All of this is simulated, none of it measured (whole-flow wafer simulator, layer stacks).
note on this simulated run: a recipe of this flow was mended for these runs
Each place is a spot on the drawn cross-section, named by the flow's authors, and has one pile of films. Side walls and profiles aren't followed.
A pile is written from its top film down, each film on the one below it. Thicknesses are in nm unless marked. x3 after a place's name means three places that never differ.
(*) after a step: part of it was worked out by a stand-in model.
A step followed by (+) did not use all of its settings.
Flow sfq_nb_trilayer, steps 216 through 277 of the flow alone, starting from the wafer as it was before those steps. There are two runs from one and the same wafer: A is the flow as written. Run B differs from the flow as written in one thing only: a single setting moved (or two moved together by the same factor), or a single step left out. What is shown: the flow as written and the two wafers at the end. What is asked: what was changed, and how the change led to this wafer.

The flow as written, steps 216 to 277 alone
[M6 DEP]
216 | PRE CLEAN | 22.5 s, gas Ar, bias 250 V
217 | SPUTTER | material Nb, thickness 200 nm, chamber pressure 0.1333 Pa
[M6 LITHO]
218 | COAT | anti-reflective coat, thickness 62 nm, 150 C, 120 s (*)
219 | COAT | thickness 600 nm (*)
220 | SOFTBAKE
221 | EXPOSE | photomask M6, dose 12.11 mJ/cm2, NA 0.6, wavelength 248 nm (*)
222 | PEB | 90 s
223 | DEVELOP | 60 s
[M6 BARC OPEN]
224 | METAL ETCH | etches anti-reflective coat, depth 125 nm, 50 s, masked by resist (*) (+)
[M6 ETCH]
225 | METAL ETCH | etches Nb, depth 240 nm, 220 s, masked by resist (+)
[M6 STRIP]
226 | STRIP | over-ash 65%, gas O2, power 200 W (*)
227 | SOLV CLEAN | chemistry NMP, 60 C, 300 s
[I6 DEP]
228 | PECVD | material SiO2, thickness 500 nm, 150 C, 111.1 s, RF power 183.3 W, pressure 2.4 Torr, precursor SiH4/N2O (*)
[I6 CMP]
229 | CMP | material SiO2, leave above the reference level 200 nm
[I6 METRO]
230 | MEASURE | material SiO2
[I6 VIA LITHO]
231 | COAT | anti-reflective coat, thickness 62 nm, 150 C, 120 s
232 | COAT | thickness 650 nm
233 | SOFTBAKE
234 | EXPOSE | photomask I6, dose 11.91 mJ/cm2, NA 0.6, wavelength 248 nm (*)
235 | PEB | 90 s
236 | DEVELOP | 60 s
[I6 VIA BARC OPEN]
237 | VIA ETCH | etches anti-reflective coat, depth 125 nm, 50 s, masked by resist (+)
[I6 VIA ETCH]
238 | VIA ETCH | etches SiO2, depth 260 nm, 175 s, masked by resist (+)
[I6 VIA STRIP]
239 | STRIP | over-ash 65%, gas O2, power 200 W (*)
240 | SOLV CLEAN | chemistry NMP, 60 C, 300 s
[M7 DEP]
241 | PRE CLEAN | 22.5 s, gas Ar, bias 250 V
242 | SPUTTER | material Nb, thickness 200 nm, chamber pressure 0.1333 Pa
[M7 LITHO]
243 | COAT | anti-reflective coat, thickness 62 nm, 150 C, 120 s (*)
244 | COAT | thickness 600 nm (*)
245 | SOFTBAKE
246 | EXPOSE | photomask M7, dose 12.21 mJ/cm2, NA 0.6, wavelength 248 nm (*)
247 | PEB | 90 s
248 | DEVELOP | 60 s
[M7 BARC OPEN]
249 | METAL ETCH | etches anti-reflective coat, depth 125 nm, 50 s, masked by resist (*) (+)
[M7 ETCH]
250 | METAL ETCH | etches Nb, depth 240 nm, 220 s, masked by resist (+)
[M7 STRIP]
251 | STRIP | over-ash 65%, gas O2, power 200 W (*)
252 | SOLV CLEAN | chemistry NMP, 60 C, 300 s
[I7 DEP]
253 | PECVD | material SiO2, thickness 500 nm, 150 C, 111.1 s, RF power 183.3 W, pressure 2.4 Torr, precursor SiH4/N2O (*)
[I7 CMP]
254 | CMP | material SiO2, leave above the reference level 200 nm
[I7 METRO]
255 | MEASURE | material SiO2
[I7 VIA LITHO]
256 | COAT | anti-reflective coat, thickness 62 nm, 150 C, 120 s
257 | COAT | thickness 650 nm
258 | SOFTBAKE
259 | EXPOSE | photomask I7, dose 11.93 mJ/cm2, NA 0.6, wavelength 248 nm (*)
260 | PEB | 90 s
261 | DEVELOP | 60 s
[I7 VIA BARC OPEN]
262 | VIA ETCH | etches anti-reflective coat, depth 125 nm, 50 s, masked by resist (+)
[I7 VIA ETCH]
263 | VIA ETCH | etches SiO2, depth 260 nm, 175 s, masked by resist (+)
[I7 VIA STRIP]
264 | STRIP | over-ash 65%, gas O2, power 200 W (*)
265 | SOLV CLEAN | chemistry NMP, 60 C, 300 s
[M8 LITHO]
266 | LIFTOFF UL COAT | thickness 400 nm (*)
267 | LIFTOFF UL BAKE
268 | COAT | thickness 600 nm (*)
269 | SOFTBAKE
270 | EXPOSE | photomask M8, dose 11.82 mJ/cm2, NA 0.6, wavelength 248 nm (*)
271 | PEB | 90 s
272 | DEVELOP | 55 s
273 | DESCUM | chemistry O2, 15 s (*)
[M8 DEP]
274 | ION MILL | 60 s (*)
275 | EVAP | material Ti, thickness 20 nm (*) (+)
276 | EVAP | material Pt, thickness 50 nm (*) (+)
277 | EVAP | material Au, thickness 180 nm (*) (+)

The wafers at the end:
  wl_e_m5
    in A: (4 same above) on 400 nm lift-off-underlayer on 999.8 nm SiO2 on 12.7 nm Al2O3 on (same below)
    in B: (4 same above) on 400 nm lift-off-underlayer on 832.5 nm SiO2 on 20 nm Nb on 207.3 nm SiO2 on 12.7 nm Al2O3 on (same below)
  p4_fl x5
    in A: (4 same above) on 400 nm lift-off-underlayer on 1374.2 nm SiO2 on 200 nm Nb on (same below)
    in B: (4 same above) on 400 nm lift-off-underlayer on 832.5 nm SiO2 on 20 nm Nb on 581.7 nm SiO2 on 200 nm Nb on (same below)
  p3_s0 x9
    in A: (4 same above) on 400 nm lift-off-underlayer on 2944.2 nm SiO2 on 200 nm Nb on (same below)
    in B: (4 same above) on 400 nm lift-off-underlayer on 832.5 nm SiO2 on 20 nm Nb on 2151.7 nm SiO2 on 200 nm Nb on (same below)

What caused this: step 217, SPUTTER: thickness 260 nm was run, though the flow has thickness 200 nm.

How this came from the change, step by step:
  217 | SPUTTER | material Nb, thickness 200 nm, chamber pressure 0.1333 Pa
      field_l, v_sur, via_wl and 100 more: A Nb gains 200 (new film) | B Nb gains 260 (new film)
      be: A Nb gains 145.8 | B Nb gains 188.6
      (and at 2 other places as well)
  218 | COAT | anti-reflective coat, thickness 62 nm, 150 C, 120 s (*)
      wire: A anti-reflective coat gains 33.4 (new film) | B anti-reflective coat gains 34.7 (new film)
      be: A anti-reflective coat gains 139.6 (new film) | B anti-reflective coat gains 144.9 (new film)
      (and at 2 other places as well)
  225 | METAL ETCH | etches Nb, depth 240 nm, 220 s, masked by resist (+)
      field_l, gap, moat and 76 more: A Nb loses 200 (all of it), SiO2 loses 4 | B Nb loses 240
  226 | STRIP | over-ash 65%, gas O2, power 200 W (*)
      wire: A KrF-resist-other-grade loses 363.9 (all of it), anti-reflective coat loses 33.4 (all of it) | B KrF-resist-other-grade loses 362 (all of it), anti-reflective coat loses 34.7 (all of it)
      be: A KrF-resist-other-grade loses 559.4 (all of it), anti-reflective coat loses 139.6 (all of it) | B KrF-resist-other-grade loses 569.8 (all of it), anti-reflective coat loses 144.9 (all of it)
      (and at 2 other places as well)
  228 | PECVD | material SiO2, thickness 500 nm, 150 C, 111.1 s, RF power 183.3 W, pressure 2.4 Torr, precursor SiH4/N2O (*)
      field_l, p4_fl x5, p4_w1 x9 and 50 more: A SiO2 gains 500 | B SiO2 gains 500 (new film)
      moat, field_r, lsp_l, ln_m5, lsp_m: A SiO2 gains 493.5 | B SiO2 gains 492.3 (new film)
      (and at 10 other places as well)
  229 | CMP | material SiO2, leave above the reference level 200 nm
      field_l, p4_fl x5, p4_w1 x9 and 47 more: A SiO2 loses 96 | B SiO2 loses 60
      moat, field_r, lsp_l, ln_m5, lsp_m: A SiO2 loses 89.5 | B SiO2 loses 52.3
      (and at 9 other places as well)
Taking metal films that touch as one body, wl_e_m5 has 8 bodies (between them, from the top down: KrF-resist-other-grade 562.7 / lift-off-underlayer 400 / SiO2 832.5; SiO2 207.3 / Al2O3 12.7 / Nb2O5 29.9; SiO2 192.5; SiO2 192.5; SiO2 192.5; SiO2 192.5; SiO2 192.5); the flow as written gives 7 bodies (between them, from the top down: KrF-resist-other-grade 562.7 / lift-off-underlayer 400 / SiO2 999.8 / Al2O3 12.7 / Nb2O5 29.9; SiO2 192.5; SiO2 192.5; SiO2 192.5; SiO2 192.5; SiO2 192.5).
Taking metal films that touch as one body, p4_fl x5 has 4 bodies (between them, from the top down: KrF-resist-other-grade 562.7 / lift-off-underlayer 400 / SiO2 832.5; SiO2 581.7; SiO2 1370); the flow as written gives 3 bodies (between them, from the top down: KrF-resist-other-grade 562.7 / lift-off-underlayer 400 / SiO2 1374.2; SiO2 1370).
Taking metal films that touch as one body, p3_s0 x9 has 3 bodies (between them, from the top down: KrF-resist-other-grade 562.7 / lift-off-underlayer 400 / SiO2 832.5; SiO2 2151.7); the flow as written gives 2 bodies (between them, from the top down: KrF-resist-other-grade 562.7 / lift-off-underlayer 400 / SiO2 2944.2).
